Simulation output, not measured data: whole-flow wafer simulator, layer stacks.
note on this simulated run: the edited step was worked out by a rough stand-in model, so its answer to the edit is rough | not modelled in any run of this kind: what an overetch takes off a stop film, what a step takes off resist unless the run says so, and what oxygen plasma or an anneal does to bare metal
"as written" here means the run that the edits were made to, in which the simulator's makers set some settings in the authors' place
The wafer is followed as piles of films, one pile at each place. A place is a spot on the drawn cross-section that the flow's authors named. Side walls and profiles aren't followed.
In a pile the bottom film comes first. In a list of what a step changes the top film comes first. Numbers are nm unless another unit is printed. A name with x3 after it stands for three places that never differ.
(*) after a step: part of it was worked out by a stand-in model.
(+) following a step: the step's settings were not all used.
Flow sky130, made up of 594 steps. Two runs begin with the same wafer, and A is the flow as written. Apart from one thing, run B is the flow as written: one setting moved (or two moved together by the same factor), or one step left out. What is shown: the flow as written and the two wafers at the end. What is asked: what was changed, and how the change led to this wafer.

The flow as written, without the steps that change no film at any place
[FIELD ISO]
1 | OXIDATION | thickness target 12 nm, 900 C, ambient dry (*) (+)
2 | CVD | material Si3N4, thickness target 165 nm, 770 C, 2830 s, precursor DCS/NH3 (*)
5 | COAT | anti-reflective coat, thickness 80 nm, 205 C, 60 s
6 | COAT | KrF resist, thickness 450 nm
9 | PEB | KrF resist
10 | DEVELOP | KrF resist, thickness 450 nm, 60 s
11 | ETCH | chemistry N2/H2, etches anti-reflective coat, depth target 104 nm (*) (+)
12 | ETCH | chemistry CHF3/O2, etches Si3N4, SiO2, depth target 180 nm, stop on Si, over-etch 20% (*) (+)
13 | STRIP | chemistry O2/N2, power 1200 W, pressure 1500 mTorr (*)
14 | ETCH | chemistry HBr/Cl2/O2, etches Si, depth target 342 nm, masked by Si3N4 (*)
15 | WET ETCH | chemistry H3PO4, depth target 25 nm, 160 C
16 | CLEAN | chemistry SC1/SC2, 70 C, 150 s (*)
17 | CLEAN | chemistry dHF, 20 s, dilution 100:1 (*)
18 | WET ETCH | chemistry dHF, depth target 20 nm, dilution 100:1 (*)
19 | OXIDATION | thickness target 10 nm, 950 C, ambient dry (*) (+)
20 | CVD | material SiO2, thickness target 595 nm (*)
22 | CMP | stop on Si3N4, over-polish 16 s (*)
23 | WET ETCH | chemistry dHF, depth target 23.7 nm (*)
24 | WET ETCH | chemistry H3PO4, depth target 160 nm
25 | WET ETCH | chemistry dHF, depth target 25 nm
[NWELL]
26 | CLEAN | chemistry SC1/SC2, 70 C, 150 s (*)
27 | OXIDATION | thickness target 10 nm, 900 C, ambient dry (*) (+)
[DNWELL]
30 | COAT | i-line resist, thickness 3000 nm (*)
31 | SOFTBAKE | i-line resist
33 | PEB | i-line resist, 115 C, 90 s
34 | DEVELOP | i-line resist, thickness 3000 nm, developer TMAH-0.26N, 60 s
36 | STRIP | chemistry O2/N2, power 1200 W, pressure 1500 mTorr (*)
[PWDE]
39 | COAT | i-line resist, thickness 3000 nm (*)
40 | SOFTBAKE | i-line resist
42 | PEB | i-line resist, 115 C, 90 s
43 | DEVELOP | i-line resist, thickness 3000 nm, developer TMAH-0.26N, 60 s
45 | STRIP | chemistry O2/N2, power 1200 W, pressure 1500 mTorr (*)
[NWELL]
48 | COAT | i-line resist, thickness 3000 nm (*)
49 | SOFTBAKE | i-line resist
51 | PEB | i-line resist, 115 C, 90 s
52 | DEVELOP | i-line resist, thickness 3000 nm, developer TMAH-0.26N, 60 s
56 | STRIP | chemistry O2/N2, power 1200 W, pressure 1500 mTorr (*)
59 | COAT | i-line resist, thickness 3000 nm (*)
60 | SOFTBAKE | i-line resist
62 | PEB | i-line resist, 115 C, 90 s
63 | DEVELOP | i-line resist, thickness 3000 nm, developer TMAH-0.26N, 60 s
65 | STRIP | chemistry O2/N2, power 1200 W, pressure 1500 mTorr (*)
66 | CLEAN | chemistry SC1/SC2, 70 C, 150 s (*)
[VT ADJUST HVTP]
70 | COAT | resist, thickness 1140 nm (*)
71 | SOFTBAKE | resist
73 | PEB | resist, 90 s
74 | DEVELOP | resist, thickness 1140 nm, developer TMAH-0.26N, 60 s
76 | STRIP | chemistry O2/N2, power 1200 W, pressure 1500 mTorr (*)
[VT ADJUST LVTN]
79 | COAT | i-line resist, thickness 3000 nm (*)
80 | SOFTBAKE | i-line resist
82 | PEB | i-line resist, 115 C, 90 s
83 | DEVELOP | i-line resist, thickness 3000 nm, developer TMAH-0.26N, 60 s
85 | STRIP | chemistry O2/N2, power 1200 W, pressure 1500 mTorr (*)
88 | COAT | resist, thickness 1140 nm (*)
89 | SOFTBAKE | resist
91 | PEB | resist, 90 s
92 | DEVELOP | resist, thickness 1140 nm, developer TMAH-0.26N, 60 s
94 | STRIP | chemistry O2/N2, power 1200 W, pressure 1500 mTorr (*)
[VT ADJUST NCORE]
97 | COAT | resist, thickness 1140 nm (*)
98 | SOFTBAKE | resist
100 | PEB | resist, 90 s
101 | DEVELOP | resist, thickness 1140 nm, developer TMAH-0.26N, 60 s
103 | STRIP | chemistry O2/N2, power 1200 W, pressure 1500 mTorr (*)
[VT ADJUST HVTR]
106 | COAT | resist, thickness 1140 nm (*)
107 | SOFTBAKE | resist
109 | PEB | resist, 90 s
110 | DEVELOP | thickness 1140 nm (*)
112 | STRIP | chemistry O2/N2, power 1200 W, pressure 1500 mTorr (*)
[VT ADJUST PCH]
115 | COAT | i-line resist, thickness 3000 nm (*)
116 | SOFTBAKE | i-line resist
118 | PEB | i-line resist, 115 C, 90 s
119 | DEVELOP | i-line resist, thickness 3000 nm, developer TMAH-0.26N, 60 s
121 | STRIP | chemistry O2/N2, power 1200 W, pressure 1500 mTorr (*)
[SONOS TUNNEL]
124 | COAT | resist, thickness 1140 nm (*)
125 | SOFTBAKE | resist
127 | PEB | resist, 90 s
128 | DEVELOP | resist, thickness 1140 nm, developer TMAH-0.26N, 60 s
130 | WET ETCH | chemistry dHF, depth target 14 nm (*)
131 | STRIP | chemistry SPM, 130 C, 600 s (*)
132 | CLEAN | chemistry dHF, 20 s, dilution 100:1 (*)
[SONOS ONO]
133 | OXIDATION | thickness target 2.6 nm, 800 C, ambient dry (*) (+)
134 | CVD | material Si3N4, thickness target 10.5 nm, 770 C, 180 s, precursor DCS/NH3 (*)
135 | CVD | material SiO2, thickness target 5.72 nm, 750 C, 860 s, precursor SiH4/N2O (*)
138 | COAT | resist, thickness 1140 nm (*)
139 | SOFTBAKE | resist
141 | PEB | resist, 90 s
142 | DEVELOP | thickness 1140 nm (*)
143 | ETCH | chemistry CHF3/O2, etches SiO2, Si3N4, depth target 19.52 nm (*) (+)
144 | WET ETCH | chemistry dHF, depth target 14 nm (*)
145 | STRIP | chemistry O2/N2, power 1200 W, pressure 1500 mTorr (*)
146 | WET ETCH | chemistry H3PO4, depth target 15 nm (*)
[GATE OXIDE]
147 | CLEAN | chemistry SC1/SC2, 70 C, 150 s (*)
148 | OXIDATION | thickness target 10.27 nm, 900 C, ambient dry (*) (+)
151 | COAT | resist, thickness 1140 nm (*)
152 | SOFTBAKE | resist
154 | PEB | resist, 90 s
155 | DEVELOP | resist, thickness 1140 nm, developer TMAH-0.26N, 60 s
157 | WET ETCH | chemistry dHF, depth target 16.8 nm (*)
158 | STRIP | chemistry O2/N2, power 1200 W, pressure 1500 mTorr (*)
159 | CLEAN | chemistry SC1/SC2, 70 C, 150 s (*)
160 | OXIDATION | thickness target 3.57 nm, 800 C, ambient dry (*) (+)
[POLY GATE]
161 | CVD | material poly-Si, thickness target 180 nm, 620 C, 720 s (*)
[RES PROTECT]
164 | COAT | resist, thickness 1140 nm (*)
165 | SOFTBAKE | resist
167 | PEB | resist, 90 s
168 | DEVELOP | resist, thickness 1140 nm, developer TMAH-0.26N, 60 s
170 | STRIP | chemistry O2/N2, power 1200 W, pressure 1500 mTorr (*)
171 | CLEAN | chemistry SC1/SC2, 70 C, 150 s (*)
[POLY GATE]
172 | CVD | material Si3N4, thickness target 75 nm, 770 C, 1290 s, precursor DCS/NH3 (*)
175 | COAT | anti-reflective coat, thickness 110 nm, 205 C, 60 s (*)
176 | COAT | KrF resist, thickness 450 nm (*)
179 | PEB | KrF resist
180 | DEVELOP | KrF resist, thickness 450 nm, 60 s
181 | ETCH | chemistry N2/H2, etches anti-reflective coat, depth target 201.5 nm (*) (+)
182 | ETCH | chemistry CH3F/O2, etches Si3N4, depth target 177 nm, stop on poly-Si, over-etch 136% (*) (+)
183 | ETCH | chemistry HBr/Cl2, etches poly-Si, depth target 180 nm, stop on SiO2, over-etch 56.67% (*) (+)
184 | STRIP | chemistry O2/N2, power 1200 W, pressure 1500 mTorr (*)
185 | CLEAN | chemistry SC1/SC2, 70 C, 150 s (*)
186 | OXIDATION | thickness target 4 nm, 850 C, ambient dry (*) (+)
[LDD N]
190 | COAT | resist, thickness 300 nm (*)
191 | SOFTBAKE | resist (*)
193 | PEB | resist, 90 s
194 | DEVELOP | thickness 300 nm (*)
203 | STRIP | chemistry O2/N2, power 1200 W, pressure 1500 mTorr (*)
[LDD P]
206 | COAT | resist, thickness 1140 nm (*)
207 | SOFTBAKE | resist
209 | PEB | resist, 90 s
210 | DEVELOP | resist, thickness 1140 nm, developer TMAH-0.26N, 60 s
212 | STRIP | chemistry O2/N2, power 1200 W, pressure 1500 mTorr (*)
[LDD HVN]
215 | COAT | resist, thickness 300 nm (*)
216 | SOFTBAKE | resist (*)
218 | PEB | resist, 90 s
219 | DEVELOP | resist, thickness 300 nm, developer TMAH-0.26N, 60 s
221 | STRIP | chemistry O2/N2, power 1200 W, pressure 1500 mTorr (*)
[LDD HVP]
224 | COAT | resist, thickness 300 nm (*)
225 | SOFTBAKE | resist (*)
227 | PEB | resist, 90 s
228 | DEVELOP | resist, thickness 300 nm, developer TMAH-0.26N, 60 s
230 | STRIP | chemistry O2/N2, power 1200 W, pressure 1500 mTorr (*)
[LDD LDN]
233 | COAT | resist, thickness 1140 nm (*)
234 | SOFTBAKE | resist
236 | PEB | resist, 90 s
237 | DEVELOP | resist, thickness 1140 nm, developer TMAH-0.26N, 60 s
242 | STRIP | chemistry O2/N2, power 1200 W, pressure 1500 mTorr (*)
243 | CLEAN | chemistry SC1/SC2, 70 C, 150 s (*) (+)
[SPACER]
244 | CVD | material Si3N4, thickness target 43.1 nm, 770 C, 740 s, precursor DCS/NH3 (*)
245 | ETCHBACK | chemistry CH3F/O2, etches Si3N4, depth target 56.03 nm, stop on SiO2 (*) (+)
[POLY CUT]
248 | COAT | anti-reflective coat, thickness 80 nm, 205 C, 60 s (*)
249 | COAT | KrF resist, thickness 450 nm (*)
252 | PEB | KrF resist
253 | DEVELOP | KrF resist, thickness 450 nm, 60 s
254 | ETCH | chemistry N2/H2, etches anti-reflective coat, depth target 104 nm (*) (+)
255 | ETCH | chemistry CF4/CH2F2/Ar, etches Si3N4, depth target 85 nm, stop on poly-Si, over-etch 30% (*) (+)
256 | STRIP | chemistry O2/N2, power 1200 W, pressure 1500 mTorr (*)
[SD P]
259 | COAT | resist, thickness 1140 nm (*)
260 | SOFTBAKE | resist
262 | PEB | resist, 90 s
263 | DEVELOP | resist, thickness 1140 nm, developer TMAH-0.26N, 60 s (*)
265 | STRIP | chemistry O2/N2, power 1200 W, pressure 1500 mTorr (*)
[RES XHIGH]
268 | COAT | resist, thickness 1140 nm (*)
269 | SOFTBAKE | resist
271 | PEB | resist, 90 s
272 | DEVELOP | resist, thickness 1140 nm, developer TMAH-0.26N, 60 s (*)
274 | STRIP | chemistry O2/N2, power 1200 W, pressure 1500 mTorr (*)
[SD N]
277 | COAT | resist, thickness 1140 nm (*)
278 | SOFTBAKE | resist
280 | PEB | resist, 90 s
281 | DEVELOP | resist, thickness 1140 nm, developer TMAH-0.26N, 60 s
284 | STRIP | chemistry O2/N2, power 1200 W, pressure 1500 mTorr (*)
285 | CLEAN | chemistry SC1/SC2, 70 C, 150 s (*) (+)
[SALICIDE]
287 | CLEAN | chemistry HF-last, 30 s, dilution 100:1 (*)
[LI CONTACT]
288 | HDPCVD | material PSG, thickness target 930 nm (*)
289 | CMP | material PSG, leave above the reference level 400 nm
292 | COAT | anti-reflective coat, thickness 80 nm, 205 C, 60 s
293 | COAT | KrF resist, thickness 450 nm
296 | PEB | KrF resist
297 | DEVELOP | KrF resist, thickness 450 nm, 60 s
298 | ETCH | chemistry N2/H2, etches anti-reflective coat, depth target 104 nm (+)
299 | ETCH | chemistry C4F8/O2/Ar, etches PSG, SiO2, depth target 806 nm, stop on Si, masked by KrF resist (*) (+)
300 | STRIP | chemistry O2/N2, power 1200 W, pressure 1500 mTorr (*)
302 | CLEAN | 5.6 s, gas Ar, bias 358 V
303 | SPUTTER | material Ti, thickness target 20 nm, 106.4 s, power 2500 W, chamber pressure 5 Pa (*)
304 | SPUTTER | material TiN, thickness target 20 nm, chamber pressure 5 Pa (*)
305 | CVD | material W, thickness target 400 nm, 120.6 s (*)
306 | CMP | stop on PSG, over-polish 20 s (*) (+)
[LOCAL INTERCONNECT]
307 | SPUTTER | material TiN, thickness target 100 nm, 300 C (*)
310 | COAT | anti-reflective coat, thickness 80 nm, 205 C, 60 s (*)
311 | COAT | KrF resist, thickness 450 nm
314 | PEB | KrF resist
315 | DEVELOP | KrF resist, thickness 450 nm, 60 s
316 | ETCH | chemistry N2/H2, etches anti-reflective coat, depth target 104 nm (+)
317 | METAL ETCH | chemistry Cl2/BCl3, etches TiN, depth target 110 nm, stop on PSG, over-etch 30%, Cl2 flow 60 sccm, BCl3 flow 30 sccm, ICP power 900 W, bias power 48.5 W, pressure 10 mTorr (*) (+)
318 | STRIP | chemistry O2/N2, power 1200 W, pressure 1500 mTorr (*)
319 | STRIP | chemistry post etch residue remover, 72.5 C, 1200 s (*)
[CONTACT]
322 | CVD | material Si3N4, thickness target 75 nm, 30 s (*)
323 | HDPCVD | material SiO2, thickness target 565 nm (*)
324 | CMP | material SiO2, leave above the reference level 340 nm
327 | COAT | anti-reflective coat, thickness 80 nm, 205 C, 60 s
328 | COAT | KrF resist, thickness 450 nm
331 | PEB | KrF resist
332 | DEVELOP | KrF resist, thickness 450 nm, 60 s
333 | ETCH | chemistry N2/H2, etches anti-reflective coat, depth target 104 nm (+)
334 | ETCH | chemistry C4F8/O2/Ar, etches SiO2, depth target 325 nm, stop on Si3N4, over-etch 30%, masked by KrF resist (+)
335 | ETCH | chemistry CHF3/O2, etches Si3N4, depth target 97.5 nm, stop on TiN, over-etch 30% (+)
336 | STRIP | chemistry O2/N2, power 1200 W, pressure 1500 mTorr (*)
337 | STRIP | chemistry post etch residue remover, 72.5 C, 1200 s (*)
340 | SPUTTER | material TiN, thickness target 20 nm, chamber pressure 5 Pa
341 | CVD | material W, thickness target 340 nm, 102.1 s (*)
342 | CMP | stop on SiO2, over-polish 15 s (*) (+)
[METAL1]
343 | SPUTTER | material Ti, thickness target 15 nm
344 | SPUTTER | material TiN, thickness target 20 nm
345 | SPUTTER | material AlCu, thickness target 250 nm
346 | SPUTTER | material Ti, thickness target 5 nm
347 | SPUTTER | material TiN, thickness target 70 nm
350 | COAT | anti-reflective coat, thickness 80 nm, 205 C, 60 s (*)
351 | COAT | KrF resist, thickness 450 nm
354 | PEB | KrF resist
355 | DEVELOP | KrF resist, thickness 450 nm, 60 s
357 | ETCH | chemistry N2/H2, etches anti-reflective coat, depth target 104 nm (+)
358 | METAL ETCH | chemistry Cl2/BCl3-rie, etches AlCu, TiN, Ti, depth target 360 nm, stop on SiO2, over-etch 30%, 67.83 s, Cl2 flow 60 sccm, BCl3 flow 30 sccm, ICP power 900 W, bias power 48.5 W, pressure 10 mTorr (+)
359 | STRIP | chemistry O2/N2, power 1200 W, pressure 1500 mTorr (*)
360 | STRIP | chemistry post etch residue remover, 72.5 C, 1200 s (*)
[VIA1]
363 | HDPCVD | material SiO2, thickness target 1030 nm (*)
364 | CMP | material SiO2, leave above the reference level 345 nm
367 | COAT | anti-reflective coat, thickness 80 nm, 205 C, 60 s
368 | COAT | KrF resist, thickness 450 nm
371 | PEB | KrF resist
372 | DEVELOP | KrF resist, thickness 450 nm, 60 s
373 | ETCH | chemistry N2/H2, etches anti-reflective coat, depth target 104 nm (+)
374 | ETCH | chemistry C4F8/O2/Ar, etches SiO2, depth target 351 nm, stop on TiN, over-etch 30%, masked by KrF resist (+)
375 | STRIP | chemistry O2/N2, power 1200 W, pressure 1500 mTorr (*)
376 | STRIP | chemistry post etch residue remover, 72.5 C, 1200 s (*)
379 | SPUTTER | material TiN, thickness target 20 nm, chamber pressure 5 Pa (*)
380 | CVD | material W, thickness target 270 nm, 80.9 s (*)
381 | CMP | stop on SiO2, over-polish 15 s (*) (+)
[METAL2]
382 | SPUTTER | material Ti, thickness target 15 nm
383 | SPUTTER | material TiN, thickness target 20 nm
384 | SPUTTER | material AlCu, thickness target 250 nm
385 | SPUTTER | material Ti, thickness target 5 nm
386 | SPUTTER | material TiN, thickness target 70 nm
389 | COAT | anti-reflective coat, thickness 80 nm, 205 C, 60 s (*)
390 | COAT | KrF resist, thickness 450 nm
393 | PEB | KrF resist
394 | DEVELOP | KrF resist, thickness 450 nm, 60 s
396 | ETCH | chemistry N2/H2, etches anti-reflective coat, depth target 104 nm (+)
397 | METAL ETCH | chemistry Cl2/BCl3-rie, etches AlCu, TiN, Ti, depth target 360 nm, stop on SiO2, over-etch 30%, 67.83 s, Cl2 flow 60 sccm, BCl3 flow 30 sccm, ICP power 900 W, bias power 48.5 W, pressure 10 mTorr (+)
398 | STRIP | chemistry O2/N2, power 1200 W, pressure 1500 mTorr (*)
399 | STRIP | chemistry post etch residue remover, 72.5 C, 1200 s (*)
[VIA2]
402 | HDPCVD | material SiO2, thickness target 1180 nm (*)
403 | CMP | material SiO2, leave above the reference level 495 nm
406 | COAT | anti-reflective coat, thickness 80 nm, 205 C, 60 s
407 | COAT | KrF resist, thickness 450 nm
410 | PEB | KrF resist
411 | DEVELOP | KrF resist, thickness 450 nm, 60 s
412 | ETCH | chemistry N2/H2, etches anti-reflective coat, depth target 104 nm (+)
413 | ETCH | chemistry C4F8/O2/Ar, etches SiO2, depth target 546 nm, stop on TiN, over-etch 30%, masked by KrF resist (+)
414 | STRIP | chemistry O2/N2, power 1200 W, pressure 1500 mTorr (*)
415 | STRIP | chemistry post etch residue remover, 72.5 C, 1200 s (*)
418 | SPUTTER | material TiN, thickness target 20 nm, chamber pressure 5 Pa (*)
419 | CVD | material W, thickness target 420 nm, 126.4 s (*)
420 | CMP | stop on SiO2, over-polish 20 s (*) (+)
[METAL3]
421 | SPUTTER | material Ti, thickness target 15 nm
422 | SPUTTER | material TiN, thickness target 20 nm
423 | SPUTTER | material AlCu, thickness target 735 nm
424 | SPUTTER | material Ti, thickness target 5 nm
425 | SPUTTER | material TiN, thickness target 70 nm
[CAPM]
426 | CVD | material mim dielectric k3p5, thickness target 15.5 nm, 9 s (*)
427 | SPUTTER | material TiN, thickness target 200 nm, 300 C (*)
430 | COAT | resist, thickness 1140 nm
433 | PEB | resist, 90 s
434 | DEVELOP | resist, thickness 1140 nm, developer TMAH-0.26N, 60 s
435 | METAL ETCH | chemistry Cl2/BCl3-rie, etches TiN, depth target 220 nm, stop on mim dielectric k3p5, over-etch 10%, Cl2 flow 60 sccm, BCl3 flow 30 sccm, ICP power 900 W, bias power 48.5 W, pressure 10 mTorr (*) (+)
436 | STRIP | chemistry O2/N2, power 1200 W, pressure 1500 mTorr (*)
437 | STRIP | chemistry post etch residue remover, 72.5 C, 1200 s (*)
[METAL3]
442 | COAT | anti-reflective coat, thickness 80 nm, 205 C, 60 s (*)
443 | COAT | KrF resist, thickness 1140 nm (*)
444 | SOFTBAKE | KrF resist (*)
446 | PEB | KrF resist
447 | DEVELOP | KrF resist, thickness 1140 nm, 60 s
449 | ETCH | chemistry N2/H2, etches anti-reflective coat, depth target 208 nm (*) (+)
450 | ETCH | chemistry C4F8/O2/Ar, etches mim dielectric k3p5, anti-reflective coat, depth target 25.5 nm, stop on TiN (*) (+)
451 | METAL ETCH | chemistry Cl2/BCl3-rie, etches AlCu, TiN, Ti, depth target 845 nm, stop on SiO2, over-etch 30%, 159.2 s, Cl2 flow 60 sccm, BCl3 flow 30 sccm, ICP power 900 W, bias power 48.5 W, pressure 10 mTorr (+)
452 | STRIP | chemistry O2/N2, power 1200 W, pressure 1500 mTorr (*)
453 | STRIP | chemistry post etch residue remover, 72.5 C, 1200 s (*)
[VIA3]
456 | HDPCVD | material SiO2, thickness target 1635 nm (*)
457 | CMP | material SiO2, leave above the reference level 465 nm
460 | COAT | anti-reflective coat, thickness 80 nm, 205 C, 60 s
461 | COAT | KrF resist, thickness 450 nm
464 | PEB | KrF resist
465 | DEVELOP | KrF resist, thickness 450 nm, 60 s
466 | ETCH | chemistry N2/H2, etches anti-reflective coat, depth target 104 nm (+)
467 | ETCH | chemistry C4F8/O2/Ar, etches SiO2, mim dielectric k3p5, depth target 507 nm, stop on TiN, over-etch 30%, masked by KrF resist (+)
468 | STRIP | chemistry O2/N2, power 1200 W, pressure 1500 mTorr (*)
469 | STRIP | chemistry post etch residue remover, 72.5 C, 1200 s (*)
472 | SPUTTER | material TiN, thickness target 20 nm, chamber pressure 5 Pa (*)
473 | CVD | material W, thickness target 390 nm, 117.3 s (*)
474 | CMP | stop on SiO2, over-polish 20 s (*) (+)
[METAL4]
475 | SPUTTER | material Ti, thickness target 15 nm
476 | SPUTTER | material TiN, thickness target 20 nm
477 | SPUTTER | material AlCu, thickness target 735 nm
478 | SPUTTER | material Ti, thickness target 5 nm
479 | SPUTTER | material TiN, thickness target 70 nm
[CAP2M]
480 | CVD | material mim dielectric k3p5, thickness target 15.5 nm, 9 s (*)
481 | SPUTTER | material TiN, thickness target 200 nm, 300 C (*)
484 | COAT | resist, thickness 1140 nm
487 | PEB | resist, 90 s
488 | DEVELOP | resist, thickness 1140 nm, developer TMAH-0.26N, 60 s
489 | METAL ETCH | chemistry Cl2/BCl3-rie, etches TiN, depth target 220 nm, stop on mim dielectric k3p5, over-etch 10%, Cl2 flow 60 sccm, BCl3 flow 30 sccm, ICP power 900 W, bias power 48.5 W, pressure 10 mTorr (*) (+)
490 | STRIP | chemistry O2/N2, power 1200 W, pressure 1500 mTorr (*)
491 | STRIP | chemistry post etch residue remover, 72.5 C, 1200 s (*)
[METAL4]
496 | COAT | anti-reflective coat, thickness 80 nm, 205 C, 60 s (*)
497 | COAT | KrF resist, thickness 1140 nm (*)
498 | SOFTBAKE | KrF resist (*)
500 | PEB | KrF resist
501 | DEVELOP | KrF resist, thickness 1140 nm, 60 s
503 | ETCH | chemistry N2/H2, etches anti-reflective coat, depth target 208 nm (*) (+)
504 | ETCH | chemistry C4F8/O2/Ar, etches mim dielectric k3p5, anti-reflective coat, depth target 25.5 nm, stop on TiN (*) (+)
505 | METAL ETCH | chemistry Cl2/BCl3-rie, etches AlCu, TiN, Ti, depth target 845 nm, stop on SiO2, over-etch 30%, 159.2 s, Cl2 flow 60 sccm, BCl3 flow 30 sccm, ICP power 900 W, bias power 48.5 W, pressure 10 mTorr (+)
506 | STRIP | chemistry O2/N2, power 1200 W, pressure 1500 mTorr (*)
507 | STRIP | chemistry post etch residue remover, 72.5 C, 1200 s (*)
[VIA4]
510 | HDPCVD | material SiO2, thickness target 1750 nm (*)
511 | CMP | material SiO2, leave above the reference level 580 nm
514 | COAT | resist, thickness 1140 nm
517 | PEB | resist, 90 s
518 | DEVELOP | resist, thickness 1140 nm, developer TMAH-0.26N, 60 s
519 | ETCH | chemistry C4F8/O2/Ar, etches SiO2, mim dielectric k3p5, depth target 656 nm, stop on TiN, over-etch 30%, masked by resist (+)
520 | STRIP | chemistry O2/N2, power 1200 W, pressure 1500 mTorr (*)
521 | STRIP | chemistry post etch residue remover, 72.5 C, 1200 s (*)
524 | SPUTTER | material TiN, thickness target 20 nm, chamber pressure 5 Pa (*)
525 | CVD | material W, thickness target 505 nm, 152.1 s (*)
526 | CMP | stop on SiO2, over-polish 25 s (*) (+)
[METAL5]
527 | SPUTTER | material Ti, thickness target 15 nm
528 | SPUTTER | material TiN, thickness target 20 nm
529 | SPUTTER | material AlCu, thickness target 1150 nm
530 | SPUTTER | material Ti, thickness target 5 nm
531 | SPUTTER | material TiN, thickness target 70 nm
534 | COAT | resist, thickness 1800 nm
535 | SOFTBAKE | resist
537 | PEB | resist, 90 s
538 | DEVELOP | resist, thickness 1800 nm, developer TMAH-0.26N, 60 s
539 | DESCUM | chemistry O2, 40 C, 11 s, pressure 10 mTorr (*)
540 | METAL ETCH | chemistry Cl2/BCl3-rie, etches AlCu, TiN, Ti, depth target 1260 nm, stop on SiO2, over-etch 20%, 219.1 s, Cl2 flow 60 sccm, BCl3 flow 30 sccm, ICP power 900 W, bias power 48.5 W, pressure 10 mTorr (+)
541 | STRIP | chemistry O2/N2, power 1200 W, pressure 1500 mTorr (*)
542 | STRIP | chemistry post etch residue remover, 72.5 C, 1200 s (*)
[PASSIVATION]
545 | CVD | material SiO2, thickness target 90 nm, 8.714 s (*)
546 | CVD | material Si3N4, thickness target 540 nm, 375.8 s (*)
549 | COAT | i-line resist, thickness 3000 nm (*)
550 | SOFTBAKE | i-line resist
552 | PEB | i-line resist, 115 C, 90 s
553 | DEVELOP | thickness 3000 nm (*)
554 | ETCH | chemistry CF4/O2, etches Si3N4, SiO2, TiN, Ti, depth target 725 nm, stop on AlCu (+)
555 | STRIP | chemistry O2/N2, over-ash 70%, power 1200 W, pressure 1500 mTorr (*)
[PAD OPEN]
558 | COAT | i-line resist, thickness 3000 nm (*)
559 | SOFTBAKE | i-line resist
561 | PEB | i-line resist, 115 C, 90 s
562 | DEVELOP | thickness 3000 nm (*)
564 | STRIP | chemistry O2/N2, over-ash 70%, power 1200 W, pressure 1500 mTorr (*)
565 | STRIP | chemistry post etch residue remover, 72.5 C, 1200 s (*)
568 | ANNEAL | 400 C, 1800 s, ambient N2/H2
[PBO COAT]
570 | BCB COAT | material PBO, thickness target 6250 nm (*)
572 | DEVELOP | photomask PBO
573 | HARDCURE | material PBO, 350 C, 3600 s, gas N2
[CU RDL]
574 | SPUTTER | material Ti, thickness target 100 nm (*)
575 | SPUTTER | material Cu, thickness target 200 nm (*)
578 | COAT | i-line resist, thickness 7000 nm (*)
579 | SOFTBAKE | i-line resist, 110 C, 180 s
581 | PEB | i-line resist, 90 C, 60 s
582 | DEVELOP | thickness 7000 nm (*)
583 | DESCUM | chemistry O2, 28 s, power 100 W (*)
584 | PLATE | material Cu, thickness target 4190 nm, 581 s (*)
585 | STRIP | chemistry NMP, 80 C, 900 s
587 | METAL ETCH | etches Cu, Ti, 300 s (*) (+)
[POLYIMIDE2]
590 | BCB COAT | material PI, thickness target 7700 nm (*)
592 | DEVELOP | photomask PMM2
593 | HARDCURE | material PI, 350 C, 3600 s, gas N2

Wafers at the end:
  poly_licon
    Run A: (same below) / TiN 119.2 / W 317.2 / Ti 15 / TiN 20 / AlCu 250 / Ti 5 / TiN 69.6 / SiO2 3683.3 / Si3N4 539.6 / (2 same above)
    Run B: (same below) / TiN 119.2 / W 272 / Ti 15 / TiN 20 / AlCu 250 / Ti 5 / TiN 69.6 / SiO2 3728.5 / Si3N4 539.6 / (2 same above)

The reason: step 341, CVD: thickness target 272 nm was run, while the flow as written has thickness target 340 nm.

Step by step, how the change led to this:
  341 | CVD | material W, thickness target 340 nm, 102.1 s (*)
      field, active, n_well and 185 more: A W gains 340 (new film) | B W gains 272 (new film)
      ndiff_licon, ndiff_licon_cpp, rpo_hd_licon: A W gains 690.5 (new film) | B W gains 622.5 (new film)
  342 | CMP | stop on SiO2, over-polish 15 s (*) (+)
      poly_licon: A W loses 22.8 | B nothing
      field, active, n_well and 184 more: A W loses 340 (all of it), TiN loses 20 (all of it), SiO2 loses 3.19 | B W loses 272 (all of it), TiN loses 20 (all of it), SiO2 loses 3.19
      (and at 3 other places as well)
  350 | COAT | anti-reflective coat, thickness 80 nm, 205 C, 60 s (*)
      poly_licon: A anti-reflective coat gains 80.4 (new film) | B anti-reflective coat gains 125.7 (new film)
  359 | STRIP | chemistry O2/N2, power 1200 W, pressure 1500 mTorr (*)
      poly_licon: A KrF resist loses 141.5 (all of it), anti-reflective coat loses 80.4 (all of it) | B KrF resist loses 141.5 (all of it), anti-reflective coat loses 125.7 (all of it)
  364 | CMP | material SiO2, leave above the reference level 345 nm
      poly_licon: A SiO2 loses 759 | B SiO2 loses 713.8
